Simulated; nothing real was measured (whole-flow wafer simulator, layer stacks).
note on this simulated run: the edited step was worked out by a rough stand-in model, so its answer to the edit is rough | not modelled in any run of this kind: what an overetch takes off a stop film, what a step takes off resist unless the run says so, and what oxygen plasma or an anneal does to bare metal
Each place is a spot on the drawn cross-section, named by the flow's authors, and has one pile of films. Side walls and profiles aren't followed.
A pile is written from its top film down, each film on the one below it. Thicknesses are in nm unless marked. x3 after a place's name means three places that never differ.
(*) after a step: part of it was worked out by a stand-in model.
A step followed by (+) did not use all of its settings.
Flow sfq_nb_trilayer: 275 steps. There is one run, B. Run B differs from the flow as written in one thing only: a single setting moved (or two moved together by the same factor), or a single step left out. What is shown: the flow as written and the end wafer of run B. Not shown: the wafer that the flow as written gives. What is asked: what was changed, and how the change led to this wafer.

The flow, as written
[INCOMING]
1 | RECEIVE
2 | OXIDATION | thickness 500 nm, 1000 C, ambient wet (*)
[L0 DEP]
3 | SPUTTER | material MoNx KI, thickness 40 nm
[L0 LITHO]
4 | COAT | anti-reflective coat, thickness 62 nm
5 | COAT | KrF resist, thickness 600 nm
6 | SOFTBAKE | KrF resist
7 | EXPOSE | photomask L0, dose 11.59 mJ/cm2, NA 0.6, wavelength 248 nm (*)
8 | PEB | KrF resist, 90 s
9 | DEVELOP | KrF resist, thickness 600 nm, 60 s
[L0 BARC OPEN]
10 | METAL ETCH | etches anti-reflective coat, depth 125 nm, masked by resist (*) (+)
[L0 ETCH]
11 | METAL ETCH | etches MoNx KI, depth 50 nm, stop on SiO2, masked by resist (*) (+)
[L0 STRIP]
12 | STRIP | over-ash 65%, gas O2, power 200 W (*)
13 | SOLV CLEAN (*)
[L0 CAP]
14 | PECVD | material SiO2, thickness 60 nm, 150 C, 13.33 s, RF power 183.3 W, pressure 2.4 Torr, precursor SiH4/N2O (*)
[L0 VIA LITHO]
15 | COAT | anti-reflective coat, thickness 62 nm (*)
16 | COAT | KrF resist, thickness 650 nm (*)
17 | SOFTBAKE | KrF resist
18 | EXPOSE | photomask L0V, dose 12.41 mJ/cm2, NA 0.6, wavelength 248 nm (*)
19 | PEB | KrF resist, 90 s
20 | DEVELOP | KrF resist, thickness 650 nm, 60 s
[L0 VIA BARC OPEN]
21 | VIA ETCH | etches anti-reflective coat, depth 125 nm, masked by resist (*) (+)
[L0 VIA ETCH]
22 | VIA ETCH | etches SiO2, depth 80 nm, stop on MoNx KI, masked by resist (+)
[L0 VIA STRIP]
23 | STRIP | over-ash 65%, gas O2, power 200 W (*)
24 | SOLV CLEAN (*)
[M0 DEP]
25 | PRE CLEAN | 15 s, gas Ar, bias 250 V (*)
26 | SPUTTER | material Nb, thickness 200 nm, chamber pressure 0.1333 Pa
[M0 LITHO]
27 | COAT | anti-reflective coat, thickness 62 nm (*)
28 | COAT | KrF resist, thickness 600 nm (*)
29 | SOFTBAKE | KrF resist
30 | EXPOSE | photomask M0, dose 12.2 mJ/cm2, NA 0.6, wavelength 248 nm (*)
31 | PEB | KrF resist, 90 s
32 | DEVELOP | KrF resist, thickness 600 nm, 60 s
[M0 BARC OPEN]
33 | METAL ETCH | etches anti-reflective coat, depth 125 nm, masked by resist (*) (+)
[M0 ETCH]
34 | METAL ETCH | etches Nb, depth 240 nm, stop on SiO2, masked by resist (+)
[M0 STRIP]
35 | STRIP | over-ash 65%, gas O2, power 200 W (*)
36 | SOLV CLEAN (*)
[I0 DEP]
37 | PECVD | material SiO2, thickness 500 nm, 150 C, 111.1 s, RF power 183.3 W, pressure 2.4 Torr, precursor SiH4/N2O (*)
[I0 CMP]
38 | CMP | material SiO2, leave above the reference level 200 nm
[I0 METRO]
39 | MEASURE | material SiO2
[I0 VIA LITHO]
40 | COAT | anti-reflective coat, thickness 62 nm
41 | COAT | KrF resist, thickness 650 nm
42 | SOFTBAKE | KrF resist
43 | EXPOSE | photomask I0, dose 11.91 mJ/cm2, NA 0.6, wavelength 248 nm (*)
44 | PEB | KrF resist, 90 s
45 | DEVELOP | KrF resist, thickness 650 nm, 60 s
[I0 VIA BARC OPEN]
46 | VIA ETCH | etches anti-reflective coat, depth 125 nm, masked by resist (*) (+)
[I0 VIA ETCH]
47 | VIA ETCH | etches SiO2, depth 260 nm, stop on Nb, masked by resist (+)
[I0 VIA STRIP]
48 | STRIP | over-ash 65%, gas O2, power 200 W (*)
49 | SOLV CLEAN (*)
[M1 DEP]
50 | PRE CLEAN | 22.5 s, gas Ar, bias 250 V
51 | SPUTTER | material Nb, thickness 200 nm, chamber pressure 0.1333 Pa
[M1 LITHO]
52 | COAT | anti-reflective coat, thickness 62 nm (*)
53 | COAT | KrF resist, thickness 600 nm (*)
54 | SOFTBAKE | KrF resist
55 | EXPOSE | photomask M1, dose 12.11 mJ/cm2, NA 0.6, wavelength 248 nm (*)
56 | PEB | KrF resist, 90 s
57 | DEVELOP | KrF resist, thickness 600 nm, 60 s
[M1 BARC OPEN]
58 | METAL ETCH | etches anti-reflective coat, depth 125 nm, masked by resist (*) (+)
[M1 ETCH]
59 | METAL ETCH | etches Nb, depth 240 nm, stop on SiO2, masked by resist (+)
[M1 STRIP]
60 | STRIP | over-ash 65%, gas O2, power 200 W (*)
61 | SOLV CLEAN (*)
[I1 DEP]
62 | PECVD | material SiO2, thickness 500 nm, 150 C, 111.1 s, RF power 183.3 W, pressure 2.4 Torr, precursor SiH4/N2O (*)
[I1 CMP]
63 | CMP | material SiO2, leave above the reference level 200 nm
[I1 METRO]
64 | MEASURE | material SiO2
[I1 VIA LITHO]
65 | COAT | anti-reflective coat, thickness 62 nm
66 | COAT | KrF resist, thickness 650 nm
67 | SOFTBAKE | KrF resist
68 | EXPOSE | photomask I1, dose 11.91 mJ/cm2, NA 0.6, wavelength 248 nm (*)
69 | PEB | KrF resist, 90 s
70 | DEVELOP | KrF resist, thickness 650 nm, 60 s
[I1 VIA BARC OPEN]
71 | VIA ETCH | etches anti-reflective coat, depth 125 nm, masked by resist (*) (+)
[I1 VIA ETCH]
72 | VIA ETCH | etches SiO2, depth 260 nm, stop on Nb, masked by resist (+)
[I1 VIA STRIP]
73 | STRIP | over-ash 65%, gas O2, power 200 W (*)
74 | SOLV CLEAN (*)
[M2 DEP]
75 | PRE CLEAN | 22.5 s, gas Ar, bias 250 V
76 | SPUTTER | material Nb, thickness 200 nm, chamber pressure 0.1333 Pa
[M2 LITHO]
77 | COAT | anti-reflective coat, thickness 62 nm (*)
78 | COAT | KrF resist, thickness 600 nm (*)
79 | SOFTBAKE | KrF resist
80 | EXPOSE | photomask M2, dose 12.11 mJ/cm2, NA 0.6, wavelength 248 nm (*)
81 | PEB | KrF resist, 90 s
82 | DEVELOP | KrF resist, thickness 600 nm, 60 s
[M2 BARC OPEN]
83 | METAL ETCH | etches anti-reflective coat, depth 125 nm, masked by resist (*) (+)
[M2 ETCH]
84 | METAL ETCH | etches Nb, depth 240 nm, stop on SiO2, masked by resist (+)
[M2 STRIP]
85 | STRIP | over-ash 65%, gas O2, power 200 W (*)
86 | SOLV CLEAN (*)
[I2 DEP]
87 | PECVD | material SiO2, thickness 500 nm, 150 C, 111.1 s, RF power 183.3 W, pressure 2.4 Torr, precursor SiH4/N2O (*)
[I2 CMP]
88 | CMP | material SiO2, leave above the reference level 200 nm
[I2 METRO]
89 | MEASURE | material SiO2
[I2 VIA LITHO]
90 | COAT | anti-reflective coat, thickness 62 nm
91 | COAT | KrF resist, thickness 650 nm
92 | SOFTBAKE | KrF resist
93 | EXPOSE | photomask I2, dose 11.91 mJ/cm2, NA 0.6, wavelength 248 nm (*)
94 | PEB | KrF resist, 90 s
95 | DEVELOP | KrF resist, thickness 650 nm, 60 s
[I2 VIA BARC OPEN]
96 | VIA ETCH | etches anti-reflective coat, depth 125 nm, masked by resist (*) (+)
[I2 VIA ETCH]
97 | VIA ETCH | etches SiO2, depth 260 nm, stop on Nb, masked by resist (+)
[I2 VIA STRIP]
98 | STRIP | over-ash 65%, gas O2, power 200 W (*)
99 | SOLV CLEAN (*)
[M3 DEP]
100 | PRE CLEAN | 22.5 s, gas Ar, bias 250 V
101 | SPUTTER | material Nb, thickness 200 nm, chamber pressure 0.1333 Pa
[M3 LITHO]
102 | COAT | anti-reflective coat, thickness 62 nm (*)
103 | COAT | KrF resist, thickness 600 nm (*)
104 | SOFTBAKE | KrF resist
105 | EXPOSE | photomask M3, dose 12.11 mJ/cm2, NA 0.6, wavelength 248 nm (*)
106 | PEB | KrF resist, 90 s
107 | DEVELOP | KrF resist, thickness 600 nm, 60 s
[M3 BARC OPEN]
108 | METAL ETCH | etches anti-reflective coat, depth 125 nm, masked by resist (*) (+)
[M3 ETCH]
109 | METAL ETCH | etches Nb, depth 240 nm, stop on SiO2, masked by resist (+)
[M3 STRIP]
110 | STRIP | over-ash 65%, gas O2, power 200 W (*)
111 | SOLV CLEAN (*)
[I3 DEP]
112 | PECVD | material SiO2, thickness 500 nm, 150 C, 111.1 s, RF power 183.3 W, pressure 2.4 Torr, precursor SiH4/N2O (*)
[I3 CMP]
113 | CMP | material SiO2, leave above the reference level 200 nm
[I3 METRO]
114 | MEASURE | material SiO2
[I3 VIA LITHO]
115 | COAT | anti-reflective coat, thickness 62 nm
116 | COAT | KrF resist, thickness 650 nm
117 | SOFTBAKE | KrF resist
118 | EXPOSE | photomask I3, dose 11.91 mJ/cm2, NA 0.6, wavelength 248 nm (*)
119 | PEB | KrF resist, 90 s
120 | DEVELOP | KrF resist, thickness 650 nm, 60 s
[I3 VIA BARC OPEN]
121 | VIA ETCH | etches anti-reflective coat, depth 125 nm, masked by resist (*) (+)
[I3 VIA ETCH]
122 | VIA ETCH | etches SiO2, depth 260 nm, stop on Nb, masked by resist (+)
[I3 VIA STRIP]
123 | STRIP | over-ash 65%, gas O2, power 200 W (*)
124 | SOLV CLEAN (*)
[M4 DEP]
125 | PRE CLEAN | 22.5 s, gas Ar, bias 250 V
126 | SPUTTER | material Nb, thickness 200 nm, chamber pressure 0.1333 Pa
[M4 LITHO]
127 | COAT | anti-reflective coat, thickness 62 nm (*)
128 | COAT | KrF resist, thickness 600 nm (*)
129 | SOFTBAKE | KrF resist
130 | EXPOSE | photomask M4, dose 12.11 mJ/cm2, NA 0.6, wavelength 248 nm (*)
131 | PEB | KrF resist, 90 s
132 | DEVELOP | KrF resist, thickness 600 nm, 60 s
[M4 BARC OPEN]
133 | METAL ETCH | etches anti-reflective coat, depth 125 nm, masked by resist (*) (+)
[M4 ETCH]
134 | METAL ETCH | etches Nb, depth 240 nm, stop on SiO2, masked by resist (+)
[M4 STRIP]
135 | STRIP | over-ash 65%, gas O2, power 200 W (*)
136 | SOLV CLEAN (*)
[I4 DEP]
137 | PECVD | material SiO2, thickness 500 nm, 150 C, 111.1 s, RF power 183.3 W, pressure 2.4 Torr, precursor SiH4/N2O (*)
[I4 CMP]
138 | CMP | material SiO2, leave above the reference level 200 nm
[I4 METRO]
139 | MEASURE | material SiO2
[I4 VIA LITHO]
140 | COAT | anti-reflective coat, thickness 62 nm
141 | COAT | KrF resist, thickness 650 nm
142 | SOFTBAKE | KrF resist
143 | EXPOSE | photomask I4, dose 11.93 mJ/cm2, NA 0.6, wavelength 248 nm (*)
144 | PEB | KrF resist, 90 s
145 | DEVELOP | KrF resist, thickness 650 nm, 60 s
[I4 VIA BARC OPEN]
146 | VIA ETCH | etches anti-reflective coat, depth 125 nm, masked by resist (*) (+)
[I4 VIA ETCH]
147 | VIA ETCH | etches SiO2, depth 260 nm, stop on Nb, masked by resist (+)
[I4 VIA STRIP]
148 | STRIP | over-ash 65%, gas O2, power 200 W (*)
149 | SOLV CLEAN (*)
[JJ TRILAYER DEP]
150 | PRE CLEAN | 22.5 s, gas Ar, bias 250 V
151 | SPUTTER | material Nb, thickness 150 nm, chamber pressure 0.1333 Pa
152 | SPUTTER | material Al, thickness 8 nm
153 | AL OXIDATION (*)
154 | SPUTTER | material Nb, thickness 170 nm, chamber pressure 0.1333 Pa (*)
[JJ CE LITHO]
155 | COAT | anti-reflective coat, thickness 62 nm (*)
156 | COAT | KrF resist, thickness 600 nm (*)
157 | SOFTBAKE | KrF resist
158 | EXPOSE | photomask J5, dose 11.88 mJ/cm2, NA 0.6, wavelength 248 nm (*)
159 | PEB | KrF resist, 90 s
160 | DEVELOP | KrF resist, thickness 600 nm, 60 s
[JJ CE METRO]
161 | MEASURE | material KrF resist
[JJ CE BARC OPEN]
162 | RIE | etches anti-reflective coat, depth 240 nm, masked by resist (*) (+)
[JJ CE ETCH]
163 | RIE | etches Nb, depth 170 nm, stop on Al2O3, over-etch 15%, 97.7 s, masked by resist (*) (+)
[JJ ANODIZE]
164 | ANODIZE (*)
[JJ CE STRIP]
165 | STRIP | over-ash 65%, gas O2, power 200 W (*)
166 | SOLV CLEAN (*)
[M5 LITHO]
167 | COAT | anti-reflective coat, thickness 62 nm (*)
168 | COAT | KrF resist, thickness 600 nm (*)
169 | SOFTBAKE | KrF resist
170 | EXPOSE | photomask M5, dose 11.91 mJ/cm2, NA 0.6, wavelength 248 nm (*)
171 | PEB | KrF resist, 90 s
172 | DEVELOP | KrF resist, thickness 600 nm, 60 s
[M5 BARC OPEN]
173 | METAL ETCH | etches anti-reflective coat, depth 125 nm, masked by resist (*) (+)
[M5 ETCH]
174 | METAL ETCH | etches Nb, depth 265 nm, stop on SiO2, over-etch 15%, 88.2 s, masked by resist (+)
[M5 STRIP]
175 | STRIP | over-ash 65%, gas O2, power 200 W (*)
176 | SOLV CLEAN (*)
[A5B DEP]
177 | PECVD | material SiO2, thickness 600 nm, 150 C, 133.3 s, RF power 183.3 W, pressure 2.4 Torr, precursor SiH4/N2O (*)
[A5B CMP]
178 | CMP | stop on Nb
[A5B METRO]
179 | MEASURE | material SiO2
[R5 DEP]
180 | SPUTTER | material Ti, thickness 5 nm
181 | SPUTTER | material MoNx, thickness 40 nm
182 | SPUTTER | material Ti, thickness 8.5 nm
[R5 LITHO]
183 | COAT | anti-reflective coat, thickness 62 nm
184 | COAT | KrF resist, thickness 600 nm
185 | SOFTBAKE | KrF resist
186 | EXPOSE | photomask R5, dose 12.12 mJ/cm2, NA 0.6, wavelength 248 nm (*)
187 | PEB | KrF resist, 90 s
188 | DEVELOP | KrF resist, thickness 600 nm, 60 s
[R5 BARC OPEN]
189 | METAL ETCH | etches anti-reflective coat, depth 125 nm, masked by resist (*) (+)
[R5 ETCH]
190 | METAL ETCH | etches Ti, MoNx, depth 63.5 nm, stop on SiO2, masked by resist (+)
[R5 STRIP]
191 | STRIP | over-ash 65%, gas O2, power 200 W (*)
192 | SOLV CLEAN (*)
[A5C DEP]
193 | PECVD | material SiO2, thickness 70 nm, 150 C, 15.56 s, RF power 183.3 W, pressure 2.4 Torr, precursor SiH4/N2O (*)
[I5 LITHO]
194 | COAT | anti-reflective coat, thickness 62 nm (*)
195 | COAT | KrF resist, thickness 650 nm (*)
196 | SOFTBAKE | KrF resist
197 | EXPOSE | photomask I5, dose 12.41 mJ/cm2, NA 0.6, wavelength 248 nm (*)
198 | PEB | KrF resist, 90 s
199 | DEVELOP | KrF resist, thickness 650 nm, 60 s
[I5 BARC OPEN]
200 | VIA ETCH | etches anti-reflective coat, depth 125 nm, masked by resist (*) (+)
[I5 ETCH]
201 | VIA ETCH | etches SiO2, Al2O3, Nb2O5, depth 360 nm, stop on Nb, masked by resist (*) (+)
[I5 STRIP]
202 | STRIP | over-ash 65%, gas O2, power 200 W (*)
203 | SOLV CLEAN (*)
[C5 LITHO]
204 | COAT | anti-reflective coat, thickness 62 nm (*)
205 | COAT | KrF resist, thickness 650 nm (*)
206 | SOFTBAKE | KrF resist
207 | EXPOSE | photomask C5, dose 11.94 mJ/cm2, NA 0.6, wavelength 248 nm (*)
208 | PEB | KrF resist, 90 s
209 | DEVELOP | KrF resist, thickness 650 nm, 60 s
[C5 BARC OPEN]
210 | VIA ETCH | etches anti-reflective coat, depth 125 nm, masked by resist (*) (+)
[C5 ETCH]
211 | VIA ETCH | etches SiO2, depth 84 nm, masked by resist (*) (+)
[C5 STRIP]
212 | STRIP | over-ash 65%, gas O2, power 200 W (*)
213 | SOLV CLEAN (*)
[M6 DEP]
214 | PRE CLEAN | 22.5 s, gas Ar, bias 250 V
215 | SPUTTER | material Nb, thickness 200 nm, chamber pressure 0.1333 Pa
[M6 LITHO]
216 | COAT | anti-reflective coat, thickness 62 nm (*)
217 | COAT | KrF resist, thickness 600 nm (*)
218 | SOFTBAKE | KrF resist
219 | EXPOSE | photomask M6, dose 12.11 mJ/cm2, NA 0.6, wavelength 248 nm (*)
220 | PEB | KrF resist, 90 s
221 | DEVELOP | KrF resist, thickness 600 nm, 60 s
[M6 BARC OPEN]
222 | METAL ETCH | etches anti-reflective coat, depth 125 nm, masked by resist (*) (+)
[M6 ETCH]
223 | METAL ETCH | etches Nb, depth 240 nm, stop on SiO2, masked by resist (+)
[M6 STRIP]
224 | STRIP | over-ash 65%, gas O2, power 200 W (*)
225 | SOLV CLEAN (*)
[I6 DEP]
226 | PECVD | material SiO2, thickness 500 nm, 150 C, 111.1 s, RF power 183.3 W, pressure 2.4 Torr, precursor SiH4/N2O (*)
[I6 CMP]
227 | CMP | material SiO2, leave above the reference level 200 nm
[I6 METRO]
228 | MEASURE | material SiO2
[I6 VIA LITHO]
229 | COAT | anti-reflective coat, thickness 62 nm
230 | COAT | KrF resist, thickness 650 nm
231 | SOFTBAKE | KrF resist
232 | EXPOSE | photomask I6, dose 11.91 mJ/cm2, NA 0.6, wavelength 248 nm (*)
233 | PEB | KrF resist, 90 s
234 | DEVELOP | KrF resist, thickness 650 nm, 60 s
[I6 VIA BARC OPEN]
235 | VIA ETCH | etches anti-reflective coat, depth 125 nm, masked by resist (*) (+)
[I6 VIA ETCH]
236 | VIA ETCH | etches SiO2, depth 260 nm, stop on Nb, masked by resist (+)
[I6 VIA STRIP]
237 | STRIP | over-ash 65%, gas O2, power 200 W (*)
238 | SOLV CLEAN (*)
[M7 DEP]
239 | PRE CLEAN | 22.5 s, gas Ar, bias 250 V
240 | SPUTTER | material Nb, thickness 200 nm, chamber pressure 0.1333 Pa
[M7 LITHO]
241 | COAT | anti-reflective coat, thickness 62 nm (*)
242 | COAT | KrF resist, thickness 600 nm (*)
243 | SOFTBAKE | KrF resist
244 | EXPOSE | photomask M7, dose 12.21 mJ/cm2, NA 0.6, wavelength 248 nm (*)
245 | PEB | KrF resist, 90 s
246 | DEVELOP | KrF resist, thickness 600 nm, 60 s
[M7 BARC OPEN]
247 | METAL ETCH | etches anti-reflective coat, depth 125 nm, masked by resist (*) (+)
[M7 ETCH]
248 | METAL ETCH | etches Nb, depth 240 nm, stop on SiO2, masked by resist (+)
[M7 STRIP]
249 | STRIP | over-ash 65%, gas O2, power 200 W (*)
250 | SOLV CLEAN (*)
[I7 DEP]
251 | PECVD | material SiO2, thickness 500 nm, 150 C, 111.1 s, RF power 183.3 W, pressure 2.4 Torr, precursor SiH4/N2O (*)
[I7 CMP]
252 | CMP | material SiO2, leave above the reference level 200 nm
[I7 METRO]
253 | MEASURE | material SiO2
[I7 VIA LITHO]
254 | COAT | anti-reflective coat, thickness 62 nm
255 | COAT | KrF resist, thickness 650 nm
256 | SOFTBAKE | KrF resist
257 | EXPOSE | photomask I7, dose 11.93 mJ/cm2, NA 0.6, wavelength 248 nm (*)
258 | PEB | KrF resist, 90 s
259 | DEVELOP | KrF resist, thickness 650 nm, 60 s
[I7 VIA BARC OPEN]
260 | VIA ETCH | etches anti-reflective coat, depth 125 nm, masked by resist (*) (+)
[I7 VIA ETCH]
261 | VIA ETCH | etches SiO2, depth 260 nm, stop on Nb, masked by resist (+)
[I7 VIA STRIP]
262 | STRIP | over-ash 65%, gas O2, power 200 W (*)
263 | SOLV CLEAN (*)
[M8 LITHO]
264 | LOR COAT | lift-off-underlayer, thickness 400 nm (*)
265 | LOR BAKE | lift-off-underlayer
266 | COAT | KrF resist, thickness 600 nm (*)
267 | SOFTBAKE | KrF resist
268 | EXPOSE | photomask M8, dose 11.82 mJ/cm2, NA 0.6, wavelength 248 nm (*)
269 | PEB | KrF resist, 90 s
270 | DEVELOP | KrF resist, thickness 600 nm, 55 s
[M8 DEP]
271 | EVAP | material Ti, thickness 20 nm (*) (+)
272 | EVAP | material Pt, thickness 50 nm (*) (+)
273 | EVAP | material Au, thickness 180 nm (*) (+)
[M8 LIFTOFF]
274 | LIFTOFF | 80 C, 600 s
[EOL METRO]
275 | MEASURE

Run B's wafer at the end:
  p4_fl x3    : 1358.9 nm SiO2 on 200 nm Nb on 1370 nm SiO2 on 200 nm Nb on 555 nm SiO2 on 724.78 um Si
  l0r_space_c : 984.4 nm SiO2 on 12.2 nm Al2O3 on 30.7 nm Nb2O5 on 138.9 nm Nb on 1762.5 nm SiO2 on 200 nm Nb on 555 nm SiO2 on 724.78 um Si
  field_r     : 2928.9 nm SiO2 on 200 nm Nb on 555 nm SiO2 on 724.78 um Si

The reason: step 154, SPUTTER: thickness 153 nm was run, while the flow as written has thickness 170 nm.

Step by step, how the change led to this:
  154 | SPUTTER | material Nb, thickness 170 nm, chamber pressure 0.1333 Pa (*)
      field_l, v_sur, via_sp and 100 more: +153 Nb (new film) (it would be, as written: +170 Nb (new film))
      via_wl, via_wr: +126.6 Nb (new film) (it would be, as written: +140.7 Nb (new film))
      (and at 1 other place as well)
  155 | COAT | anti-reflective coat, thickness 62 nm (*)
      via_wl, via_wr: +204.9 anti-reflective coat (new film) (it would be, as written: +209.4 anti-reflective coat (new film))
  162 | RIE | etches anti-reflective coat, depth 240 nm, masked by resist (*) (+)
      ce_l, c5j, ce_r, wl_jj: -204.9 KrF resist (it would be, as written: -209.4 KrF resist)
      via_wl, via_wr: -204.9 anti-reflective coat (all of it) (it would be, as written: -209.4 anti-reflective coat (all of it))
  163 | RIE | etches Nb, depth 170 nm, stop on Al2O3, over-etch 15%, 97.7 s, masked by resist (*) (+)
      field_l, v_sur, via_sp and 96 more: -153 Nb (all of it), -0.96 Al2O3 (all of it) (it would be, as written: -170 Nb (all of it), -0.51 Al2O3)
      via_wl, via_wr: -126.6 Nb (all of it), -0.96 Al2O3 (all of it) (it would be, as written: -140.7 Nb (all of it), -0.96 Al2O3 (all of it))
      (and at 1 other place as well)
  164 | ANODIZE (*)
      field_l, v_sur, via_sp and 96 more: +12.2 Al2O3 (new film), +30.7 Nb2O5 (new film), -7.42 Al (all of it), -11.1 Nb (it would be, as written: +12.2 Al2O3, +29.9 Nb2O5 (new film), -7.42 Al (all of it), -10.8 Nb)
  167 | COAT | anti-reflective coat, thickness 62 nm (*)
      wl_j_sl, wl_j_sr: +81 anti-reflective coat (new film) (it would be, as written: +83.3 anti-reflective coat (new film))
      jj_sur: +80.4 anti-reflective coat (new film) (it would be, as written: +82.6 anti-reflective coat (new film))
      (and at 5 other places as well)
  168 | COAT | KrF resist, thickness 600 nm (*)
      ce_l: +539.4 KrF resist (new film) (it would be, as written: +528.3 KrF resist (new film))
      c5j: +518.3 KrF resist (new film) (it would be, as written: +507.6 KrF resist (new film))
      (and at 1 other place as well)
  174 | METAL ETCH | etches Nb, depth 265 nm, stop on SiO2, over-etch 15%, 88.2 s, masked by resist (+)
      field_l, r_sur, res and 50 more: -12.2 Al2O3 (all of it), -30.7 Nb2O5 (all of it), -138.9 Nb (all of it), -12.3 SiO2 (it would be, as written: -12.6 Al2O3 (all of it), -29.9 Nb2O5 (all of it), -139.2 Nb (all of it), -12.3 SiO2)
  175 | STRIP | over-ash 65%, gas O2, power 200 W (*)
      wl_j_sl, wl_j_sr: -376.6 KrF resist (all of it), -81 anti-reflective coat (all of it) (it would be, as written: -378 KrF resist (all of it), -83.3 anti-reflective coat (all of it))
      jj_sur: -373.5 KrF resist (all of it), -80.4 anti-reflective coat (all of it) (it would be, as written: -374.7 KrF resist (all of it), -82.6 anti-reflective coat (all of it))
      (and at 5 other places as well)
  178 | CMP | stop on Nb
      v_sur, via_sp, via_v and 43 more: -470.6 SiO2 (it would be, as written: -453.5 SiO2)
      field_l, p4_fl x3, p4_w1 x9 and 29 more: -276.3 SiO2 (it would be, as written: -259.3 SiO2)
      (and at 14 other places as well)
  201 | VIA ETCH | etches SiO2, Al2O3, Nb2O5, depth 360 nm, stop on Nb, masked by resist (*) (+)
      be: -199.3 SiO2 (all of it), -12.2 Al2O3 (all of it), -30.7 Nb2O5 (all of it) (it would be, as written: -216.4 SiO2 (all of it), -12.7 Al2O3 (all of it), -29.9 Nb2O5 (all of it))
  204 | COAT | anti-reflective coat, thickness 62 nm (*)
      be: +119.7 anti-reflective coat (new film) (it would be, as written: +122.2 anti-reflective coat (new film))
  212 | STRIP | over-ash 65%, gas O2, power 200 W (*)
      be: -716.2 KrF resist (all of it), -119.7 anti-reflective coat (all of it) (it would be, as written: -728.2 KrF resist (all of it), -122.2 anti-reflective coat (all of it))
  215 | SPUTTER | material Nb, thickness 200 nm, chamber pressure 0.1333 Pa
      be: +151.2 Nb (it would be, as written: +147.3 Nb)
  216 | COAT | anti-reflective coat, thickness 62 nm (*)
      be: +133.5 anti-reflective coat (new film) (it would be, as written: +136.7 anti-reflective coat (new film))
  224 | STRIP | over-ash 65%, gas O2, power 200 W (*)
      be: -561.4 KrF resist (all of it), -133.5 anti-reflective coat (all of it) (it would be, as written: -575.8 KrF resist (all of it), -136.7 anti-reflective coat (all of it))
  226 | PECVD | material SiO2, thickness 500 nm, 150 C, 111.1 s, RF power 183.3 W, pressure 2.4 Torr, precursor SiH4/N2O (*)
      be: +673 SiO2 (new film) (it would be, as written: +693.5 SiO2 (new film))
